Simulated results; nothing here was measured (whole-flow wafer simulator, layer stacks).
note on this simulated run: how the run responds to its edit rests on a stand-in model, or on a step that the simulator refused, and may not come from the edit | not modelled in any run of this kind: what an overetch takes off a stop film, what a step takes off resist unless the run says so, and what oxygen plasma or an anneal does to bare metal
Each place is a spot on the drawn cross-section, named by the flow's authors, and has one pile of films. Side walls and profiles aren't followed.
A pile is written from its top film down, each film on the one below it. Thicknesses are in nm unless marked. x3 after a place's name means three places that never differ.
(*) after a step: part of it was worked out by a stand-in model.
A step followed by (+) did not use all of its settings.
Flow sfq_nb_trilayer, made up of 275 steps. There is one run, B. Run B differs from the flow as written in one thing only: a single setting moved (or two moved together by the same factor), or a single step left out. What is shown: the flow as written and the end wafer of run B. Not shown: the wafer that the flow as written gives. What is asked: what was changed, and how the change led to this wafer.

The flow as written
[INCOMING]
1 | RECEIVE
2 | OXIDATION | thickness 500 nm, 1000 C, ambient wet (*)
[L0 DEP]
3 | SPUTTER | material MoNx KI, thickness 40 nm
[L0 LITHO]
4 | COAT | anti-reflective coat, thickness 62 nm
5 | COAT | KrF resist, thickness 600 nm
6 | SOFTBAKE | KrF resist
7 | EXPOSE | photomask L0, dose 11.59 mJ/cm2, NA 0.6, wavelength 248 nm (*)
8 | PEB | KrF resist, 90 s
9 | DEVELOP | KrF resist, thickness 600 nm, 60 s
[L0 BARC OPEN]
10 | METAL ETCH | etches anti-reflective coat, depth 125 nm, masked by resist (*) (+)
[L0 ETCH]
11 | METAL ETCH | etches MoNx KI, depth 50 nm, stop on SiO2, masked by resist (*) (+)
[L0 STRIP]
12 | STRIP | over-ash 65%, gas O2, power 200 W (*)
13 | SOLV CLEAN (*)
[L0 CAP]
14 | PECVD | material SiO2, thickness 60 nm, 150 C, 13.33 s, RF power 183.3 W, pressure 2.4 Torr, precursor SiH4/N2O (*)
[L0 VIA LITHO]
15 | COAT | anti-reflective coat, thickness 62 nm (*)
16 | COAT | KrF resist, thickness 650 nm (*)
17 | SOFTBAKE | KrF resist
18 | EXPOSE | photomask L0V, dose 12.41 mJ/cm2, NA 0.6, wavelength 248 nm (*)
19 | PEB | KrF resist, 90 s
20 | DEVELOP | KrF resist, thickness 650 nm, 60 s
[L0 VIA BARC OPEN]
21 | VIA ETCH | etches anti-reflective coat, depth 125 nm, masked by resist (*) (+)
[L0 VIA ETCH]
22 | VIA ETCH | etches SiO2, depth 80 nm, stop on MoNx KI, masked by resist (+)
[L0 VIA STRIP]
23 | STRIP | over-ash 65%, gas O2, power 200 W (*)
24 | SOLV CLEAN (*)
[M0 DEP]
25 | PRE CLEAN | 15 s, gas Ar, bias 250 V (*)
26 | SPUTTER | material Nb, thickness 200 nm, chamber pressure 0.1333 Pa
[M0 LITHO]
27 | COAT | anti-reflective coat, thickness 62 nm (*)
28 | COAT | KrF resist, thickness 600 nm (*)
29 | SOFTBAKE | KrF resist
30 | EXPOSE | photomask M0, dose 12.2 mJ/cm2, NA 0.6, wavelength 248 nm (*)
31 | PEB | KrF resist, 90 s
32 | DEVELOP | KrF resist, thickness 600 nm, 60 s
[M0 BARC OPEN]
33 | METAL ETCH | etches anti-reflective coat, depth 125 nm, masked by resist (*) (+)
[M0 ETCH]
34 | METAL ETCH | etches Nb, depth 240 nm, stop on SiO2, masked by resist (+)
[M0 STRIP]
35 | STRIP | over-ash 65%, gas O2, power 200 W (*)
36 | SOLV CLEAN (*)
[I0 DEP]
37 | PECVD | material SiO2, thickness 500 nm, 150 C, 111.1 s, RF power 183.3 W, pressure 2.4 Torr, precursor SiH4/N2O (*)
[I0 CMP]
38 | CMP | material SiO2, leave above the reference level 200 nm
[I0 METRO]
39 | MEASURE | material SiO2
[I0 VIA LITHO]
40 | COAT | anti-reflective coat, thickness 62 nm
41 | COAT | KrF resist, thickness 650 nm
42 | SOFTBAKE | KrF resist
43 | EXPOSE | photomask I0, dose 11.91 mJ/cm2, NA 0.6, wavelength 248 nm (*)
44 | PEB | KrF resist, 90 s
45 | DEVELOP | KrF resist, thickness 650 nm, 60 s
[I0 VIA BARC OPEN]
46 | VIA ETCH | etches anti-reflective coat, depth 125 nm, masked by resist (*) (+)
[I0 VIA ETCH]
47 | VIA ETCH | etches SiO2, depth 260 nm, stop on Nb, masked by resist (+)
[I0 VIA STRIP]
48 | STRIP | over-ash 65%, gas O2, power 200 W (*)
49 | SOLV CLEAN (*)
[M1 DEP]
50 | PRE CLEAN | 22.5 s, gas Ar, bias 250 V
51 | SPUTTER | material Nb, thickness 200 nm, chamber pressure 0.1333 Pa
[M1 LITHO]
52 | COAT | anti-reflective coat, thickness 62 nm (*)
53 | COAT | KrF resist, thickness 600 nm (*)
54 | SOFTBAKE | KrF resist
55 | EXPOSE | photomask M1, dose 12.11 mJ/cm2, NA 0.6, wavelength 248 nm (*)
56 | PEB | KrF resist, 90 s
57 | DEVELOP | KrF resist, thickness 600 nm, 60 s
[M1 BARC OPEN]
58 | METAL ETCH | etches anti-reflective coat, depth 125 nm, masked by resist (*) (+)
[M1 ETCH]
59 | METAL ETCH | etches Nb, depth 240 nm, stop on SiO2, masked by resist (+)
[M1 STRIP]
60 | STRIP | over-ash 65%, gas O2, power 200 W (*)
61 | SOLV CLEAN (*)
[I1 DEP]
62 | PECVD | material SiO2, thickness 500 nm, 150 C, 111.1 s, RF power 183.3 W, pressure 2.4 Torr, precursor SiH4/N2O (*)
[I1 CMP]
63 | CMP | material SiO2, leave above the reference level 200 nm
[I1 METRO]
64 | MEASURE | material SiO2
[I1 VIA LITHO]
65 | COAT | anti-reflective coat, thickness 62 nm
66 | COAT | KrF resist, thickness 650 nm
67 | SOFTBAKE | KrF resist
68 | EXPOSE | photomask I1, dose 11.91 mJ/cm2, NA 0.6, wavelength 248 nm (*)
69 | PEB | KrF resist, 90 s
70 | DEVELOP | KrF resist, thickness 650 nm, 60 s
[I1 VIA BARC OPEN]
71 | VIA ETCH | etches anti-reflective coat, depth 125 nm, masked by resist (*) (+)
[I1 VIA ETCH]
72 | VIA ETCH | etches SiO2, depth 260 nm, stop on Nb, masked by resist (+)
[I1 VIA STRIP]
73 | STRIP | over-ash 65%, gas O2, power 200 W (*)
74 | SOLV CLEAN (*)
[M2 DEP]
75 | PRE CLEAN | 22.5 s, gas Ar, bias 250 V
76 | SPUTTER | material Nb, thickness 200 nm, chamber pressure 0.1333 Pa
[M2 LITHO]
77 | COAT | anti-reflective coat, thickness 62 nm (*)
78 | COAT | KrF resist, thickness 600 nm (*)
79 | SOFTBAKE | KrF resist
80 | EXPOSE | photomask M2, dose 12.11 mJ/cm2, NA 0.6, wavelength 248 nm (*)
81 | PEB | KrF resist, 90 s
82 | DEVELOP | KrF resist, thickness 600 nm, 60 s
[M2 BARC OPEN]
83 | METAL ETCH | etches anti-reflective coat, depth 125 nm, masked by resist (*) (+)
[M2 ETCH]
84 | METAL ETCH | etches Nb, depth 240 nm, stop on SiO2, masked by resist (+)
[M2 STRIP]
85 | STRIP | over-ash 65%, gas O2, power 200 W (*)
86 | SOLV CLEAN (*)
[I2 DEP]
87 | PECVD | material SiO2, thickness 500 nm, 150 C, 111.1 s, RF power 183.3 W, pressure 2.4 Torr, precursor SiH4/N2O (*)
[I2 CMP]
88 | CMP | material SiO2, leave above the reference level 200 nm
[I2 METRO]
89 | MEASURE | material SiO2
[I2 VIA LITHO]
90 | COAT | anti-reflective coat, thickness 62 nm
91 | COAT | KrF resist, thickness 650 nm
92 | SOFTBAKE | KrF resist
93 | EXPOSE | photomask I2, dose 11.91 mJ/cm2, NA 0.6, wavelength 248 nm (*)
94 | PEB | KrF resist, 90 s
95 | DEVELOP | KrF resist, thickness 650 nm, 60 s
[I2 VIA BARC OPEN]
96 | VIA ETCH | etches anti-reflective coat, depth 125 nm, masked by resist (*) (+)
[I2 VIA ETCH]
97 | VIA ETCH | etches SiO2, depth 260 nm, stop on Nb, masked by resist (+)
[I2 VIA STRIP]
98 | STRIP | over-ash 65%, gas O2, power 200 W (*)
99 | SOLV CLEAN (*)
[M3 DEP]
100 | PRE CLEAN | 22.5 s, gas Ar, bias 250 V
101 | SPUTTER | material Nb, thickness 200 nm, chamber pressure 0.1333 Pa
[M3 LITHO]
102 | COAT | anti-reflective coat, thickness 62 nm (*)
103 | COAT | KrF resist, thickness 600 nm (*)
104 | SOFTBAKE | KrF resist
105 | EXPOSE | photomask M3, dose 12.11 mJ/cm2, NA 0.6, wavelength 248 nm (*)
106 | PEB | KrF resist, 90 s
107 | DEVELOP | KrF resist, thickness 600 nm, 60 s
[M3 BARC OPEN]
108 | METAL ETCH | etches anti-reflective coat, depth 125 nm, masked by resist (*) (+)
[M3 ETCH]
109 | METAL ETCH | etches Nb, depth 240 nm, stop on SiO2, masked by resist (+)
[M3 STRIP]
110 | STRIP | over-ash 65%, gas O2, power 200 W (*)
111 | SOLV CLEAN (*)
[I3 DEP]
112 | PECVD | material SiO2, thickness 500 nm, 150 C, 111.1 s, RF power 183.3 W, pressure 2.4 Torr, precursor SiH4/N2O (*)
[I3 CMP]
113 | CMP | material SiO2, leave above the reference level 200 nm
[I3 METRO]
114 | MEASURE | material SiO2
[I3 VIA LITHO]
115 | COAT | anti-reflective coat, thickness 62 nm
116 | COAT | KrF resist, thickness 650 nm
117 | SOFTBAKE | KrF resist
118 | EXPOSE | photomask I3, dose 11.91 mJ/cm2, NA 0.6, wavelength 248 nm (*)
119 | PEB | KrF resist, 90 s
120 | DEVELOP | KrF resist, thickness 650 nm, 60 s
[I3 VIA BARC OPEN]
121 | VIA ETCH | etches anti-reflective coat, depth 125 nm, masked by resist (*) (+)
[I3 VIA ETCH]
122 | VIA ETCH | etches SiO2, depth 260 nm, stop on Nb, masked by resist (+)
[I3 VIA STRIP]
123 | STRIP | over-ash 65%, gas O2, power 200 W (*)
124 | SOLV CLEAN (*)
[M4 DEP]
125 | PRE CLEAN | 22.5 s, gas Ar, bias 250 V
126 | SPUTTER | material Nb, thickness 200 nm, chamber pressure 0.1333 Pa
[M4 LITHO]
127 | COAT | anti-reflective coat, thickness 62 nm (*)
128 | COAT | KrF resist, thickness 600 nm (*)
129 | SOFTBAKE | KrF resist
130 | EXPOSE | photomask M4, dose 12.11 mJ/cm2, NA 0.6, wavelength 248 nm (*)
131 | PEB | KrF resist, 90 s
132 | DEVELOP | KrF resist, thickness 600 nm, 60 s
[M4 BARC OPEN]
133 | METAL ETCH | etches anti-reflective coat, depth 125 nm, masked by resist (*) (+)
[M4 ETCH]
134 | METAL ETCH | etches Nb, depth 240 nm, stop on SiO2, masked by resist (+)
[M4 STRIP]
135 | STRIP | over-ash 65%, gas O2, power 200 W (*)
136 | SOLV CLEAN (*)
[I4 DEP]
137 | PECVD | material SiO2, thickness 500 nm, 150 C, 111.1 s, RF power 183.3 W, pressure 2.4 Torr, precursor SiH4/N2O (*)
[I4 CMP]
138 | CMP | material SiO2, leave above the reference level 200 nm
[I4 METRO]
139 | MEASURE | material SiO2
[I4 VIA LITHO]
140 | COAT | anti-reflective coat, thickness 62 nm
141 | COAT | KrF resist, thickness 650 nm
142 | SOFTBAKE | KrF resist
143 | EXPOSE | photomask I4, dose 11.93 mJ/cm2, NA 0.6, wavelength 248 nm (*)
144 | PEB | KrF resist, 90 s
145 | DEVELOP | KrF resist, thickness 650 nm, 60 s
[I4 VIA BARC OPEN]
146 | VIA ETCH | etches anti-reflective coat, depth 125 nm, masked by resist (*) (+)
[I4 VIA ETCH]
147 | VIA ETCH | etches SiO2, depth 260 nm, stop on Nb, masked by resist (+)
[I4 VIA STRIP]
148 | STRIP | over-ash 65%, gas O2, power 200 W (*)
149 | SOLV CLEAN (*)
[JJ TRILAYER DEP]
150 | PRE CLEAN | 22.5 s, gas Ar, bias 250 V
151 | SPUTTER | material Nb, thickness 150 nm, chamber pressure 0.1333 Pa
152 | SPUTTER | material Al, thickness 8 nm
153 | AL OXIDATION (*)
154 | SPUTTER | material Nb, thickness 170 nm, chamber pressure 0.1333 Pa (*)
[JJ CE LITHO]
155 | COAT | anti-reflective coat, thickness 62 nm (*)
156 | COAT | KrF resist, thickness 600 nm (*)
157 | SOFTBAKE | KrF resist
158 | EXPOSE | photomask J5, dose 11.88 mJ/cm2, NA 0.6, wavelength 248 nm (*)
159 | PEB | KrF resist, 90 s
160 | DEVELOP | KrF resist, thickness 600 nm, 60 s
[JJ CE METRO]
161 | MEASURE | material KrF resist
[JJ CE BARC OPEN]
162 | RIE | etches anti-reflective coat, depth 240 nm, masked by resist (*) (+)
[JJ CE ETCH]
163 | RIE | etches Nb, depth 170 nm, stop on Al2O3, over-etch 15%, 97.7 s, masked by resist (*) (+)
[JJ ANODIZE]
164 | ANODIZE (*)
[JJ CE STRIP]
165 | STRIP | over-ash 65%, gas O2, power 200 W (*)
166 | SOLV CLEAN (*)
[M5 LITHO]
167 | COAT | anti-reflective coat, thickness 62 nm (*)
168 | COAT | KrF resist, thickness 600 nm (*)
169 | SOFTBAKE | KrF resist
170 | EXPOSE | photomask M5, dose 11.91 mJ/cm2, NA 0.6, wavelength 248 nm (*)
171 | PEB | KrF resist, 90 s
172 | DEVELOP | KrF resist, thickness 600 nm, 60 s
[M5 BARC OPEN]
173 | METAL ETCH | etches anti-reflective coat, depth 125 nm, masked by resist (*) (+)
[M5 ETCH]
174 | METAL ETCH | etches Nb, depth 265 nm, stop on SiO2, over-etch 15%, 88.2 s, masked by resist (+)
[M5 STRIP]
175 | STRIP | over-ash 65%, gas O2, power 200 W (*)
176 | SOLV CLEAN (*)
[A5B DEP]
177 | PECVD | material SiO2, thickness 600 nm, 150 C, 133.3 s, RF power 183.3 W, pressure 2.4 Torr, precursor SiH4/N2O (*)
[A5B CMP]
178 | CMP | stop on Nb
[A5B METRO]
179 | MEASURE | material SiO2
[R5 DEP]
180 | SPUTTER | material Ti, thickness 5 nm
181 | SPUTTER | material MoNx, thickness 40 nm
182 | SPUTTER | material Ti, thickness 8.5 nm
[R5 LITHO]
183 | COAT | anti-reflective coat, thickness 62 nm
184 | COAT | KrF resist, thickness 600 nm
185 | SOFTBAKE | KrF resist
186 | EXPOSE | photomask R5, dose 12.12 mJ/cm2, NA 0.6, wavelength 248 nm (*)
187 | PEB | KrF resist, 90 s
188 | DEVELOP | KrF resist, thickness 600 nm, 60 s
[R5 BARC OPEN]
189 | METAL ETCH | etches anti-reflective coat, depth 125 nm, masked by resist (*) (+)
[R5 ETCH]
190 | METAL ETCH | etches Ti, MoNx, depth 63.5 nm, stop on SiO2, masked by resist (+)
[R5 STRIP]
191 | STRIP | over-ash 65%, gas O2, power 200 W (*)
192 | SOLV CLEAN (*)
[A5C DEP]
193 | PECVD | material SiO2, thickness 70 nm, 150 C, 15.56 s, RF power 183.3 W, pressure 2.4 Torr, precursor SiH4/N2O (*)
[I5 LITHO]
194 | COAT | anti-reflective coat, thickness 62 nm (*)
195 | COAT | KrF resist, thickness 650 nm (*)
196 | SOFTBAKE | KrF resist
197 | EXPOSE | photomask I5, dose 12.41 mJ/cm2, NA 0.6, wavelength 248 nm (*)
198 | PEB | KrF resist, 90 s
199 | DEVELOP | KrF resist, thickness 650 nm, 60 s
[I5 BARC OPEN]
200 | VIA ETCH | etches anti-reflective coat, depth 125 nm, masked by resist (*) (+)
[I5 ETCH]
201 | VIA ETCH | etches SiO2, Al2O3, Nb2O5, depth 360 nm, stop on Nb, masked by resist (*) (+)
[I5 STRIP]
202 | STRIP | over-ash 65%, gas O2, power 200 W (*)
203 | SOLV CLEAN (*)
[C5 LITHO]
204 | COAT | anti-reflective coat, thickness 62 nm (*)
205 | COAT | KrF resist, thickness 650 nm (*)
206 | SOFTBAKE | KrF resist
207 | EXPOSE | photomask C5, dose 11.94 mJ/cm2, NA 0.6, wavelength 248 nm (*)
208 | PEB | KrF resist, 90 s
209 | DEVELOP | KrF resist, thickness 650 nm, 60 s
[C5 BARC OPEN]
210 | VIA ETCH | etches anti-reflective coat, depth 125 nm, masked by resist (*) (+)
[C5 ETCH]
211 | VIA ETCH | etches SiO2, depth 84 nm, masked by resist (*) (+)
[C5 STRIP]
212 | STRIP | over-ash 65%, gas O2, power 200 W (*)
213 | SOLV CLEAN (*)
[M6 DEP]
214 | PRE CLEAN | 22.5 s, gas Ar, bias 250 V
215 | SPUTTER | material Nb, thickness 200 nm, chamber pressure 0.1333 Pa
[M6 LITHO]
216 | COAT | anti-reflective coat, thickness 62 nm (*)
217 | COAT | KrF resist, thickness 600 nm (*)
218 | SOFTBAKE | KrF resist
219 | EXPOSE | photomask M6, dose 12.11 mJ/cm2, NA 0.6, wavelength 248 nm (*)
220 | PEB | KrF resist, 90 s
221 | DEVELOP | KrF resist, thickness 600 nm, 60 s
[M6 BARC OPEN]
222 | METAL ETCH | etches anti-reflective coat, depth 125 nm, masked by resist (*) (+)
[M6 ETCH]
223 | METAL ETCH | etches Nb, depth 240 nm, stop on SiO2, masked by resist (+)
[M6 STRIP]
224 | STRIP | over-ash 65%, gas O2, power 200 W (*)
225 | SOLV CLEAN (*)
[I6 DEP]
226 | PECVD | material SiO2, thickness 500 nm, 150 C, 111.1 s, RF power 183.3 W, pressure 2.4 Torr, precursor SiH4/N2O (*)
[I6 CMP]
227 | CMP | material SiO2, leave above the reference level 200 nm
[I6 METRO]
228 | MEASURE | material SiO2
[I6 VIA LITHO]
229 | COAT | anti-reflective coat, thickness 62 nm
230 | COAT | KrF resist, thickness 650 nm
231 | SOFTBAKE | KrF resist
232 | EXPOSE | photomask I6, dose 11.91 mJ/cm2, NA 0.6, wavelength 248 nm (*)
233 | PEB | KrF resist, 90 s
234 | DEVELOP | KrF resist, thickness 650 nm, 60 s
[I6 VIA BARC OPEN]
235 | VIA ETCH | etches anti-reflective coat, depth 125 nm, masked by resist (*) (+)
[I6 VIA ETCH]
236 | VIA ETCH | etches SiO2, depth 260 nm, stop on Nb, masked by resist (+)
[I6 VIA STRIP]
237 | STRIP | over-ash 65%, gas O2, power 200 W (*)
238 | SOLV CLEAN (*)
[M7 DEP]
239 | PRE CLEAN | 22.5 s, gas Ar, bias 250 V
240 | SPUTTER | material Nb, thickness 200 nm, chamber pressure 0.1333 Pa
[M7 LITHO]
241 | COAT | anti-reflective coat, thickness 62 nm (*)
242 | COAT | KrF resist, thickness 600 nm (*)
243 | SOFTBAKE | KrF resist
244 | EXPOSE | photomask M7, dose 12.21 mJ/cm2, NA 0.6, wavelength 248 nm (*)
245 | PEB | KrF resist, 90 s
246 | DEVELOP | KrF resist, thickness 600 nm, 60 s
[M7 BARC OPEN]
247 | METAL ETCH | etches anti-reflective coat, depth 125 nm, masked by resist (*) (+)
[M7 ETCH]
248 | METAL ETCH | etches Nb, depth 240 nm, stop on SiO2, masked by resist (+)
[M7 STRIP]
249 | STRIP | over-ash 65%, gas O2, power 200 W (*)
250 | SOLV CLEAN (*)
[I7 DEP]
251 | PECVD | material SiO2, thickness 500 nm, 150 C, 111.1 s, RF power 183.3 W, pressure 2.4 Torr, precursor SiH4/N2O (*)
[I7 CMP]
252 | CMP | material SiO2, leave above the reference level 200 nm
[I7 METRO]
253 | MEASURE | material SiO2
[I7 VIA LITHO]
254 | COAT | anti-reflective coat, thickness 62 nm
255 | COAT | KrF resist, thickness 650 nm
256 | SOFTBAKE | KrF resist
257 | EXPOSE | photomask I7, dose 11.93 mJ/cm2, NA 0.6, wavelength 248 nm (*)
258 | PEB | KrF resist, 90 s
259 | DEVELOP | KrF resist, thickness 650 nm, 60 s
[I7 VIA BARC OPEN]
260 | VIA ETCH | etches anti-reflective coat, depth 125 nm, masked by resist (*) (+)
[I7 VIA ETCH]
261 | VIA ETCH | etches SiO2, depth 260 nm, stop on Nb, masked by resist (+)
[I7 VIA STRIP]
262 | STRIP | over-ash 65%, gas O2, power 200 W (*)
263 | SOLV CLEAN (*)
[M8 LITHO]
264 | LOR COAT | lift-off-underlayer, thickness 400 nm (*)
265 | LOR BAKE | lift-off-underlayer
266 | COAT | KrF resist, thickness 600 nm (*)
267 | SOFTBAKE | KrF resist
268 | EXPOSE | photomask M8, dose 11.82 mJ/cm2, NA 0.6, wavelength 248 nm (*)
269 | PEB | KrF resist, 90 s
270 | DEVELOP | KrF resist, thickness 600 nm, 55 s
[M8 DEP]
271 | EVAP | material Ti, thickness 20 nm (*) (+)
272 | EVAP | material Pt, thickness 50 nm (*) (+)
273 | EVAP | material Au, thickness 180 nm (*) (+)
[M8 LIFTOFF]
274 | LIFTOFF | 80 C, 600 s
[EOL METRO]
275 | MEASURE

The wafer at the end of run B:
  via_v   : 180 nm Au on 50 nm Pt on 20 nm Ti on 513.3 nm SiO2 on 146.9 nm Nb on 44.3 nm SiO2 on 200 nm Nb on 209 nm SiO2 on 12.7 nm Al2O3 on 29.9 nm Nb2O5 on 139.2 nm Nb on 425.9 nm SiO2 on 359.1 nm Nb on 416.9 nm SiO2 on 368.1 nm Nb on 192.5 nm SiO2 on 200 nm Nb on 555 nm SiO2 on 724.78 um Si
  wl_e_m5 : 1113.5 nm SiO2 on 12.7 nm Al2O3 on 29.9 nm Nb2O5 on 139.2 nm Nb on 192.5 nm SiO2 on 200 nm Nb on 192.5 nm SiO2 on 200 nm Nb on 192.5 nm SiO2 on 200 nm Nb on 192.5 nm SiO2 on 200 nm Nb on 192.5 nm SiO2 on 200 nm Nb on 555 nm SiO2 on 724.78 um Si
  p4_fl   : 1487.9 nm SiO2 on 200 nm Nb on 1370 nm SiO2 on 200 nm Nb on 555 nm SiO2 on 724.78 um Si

What caused this: step 227, CMP: leave above the reference level 312 nm was run, though the flow has leave above the reference level 200 nm.

How this came from the change, step by step:
  227 | CMP | material SiO2, leave above the reference level 200 nm
      field_l, p4_fl, p4_fm and 59 more: nothing (it would be, as written: -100 SiO2)
      moat, field_r, lsp_l, ln_m5, lsp_m: nothing (it would be, as written: -93.6 SiO2)
      (also at 39 further places)
  229 | COAT | anti-reflective coat, thickness 62 nm
      l0v, wl_f_sr, m0r_space_l, m0r_space_r, m7r_space_l, m7r_space_r: +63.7 anti-reflective coat (new film) (it would be, as written: +62 anti-reflective coat (new film))
      wl_c_sl, wl_c_sr, wl_f_sl: +63.6 anti-reflective coat (new film) (it would be, as written: +62 anti-reflective coat (new film))
      (also at 20 further places)
  236 | VIA ETCH | etches SiO2, depth 260 nm, stop on Nb, masked by resist (+)
      via_v: -260 SiO2 (it would be, as written: -199.8 SiO2 (all of it))
  237 | STRIP | over-ash 65%, gas O2, power 200 W (*)
      m0r_space_l, m0r_space_r, m7r_space_l, m7r_space_r: -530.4 KrF resist (all of it), -63.7 anti-reflective coat (all of it) (it would be, as written: -528.6 KrF resist (all of it), -62 anti-reflective coat (all of it))
      wl_c_m6, wl_f_m6: -523.7 KrF resist (all of it), -58.7 anti-reflective coat (all of it) (it would be, as written: -528.6 KrF resist (all of it), -62 anti-reflective coat (all of it))
      (also at 23 further places)
  239 | PRE CLEAN | 22.5 s, gas Ar, bias 250 V
      via_v: -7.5 SiO2 (it would be, as written: -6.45 Nb)
  240 | SPUTTER | material Nb, thickness 200 nm, chamber pressure 0.1333 Pa
      via_v: +146.9 Nb (new film) (it would be, as written: +161.1 Nb)
  241 | COAT | anti-reflective coat, thickness 62 nm (*)
      wl_c_sr, wl_f_sl, wl_f_sr, m0r_space_l, m0r_space_r, m7r_space_l, m7r_space_r: +63.5 anti-reflective coat (new film) (it would be, as written: +62 anti-reflective coat (new film))
      wl_c_m6, wl_f_m6: +58.2 anti-reflective coat (new film) (it would be, as written: +62 anti-reflective coat (new film))
      (also at 26 further places)
  242 | COAT | KrF resist, thickness 600 nm (*)
      via_v: +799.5 KrF resist (new film) (it would be, as written: +742.5 KrF resist (new film))
  247 | METAL ETCH | etches anti-reflective coat, depth 125 nm, masked by resist (*) (+)
      wl_c_sr, m0r_space_l, m0r_space_r, m7r_space_l, m7r_space_r: -63.5 anti-reflective coat (all of it) (it would be, as written: -62 anti-reflective coat (all of it))
      m5r_linepad_l, m5r_linepad_r: -66.6 anti-reflective coat (all of it) (it would be, as written: -62 anti-reflective coat (all of it))
      (also at 10 further places)
  249 | STRIP | over-ash 65%, gas O2, power 200 W (*)
      v_sur: -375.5 KrF resist (all of it), -58.1 anti-reflective coat (all of it) (it would be, as written: -379.9 KrF resist (all of it), -61.4 anti-reflective coat (all of it))
      via_wl: -373.6 KrF resist (all of it), -59.9 anti-reflective coat (all of it) (it would be, as written: -379.3 KrF resist (all of it), -61.3 anti-reflective coat (all of it))
      (also at 17 further places)
  251 | PECVD | material SiO2, thickness 500 nm, 150 C, 111.1 s, RF power 183.3 W, pressure 2.4 Torr, precursor SiH4/N2O (*)
      via_v: +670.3 SiO2 (new film) (it would be, as written: +621 SiO2 (new film))
  252 | CMP | material SiO2, leave above the reference level 200 nm
      field_l, p4_fl, p4_fm and 46 more: -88 SiO2 (it would be, as written: -100 SiO2)
      wl_a_sr, wl_b_sl, wl_b_m5 and 8 more: -288 SiO2 (it would be, as written: -300 SiO2)
      (also at 11 further places)
Taking metal films that touch as one body, via_v has 7 bodies (between them, from the top down: SiO2 513.3; SiO2 44.3; SiO2 209 / Al2O3 12.7 / Nb2O5 29.9; SiO2 425.9; SiO2 416.9; SiO2 192.5); the flow as written gives 6 bodies (between them, from the top down: SiO2 437.8; SiO2 209 / Al2O3 12.7 / Nb2O5 29.9; SiO2 425.9; SiO2 416.9; SiO2 192.5).
